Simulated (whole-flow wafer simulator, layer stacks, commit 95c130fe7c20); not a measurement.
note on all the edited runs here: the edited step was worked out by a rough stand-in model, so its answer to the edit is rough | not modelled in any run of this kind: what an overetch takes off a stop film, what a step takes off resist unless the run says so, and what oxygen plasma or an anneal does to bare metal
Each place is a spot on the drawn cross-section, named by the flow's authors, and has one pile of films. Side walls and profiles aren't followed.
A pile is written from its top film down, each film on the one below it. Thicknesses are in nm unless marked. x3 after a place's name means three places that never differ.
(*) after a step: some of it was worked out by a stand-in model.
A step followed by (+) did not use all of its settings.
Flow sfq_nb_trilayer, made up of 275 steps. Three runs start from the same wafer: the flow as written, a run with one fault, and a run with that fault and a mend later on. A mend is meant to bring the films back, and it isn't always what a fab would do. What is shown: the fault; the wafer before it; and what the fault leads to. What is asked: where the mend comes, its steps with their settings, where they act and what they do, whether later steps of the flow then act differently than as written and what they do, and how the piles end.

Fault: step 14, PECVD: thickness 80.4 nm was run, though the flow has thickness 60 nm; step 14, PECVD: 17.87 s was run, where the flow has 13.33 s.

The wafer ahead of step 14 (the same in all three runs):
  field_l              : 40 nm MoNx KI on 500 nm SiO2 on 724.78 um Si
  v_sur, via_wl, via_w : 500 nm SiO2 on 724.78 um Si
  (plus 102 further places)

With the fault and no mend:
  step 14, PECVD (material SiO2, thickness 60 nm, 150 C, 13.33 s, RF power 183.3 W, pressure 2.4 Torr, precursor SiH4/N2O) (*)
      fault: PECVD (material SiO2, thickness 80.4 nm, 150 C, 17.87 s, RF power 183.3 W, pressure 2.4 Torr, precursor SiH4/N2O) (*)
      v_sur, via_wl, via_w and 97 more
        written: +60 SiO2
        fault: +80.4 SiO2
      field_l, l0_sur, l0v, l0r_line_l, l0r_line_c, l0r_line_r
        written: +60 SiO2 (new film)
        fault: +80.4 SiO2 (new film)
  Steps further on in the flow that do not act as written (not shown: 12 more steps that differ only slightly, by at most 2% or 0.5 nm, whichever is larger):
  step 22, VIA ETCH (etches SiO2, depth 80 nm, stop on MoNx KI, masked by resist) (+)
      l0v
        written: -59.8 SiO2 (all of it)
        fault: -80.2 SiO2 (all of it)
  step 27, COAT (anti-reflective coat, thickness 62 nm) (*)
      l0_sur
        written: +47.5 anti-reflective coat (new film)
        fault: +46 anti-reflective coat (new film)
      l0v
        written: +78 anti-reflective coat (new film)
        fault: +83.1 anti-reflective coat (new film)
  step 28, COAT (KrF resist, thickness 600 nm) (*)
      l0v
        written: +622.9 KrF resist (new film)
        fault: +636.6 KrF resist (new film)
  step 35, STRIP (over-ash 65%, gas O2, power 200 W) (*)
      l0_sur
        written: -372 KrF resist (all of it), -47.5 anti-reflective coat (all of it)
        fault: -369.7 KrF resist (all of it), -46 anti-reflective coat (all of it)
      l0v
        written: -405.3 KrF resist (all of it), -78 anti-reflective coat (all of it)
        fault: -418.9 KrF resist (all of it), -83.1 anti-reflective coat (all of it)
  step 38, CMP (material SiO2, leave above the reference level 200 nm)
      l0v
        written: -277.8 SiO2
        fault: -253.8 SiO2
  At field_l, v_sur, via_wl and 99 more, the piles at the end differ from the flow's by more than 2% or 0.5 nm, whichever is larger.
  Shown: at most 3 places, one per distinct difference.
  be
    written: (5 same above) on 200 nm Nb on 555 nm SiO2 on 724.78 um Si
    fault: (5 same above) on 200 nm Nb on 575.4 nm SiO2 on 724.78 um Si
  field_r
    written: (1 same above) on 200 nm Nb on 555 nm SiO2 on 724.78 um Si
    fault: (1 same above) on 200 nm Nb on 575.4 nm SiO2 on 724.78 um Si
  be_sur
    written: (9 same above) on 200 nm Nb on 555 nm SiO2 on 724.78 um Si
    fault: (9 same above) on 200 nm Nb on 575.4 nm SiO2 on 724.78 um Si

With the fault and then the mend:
  The mend stands after step 20.
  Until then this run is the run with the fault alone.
  step 20a, STRIP (over-ash 65%, gas O2, power 200 W) (*)
      p4_fl x3, p4_w1 x9, p4_g1 x2 and 59 more
        -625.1 KrF resist (all of it), -62 anti-reflective coat (all of it)
      ce_l, c5j, ce_r, sp_r, be_r, r_sur
        -632 KrF resist (all of it), -63.7 anti-reflective coat (all of it)
      gap, jj_sur, res
        -632.1 KrF resist (all of it), -63.7 anti-reflective coat (all of it)
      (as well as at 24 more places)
  step 20b, VIA ETCH (etches SiO2, depth 20.4 nm)
      field_l, v_sur, via_wl and 103 more
        -20.4 SiO2
  step 20c, COAT (anti-reflective coat, thickness 62 nm) (*) (the flow's step 15 again)
      p4_fl x3, p4_w1 x9, p4_g1 x2 and 59 more
        +62 anti-reflective coat (new film)
      be_sur, gap, jj_sur and 8 more
        +63.7 anti-reflective coat (new film)
      wire, be, moat, field_r
        +63.8 anti-reflective coat (new film)
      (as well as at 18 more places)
  step 20d, COAT (KrF resist, thickness 650 nm) (*) (the flow's step 16 again)
      p4_fl x3, p4_w1 x9, p4_g1 x2 and 59 more
        +650 KrF resist (new film)
      ce_l, c5j, ce_r, sp_r, be_r
        +656.9 KrF resist (new film)
      gap, jj_sur, r_sur, res
        +657 KrF resist (new film)
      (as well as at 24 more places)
  step 20e, SOFTBAKE (KrF resist) (the flow's step 17 again)
      does not change any film at any place that is followed
  step 20f, EXPOSE (photomask L0V, dose 12.41 mJ/cm2, NA 0.6, wavelength 248 nm) (*) (the flow's step 18 again)
      does not change any film at any place that is followed
  step 20g, PEB (KrF resist, 90 s) (the flow's step 19 again)
      p4_fl x3, p4_w1 x9, p4_g1 x2 and 59 more
        -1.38 KrF resist
      via_v, wire, be and 15 more
        -1.39 KrF resist
      v_sur, via_w, via_wr, via_sp, lsp_m, ln_m6, lsp_r
        -1.4 KrF resist
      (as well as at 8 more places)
  step 20h, DEVELOP (KrF resist, thickness 650 nm, 60 s) (the flow's step 20 again)
      field_l, v_sur, via_wl and 102 more
        -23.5 KrF resist
      l0v
        -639 KrF resist (all of it)
  Later steps of the flow that are run all act as written at every place that is followed, up to a difference of at most 2% or 0.5 nm, whichever is larger.
  By the end, the piles equal the flow's at every place that both follow.
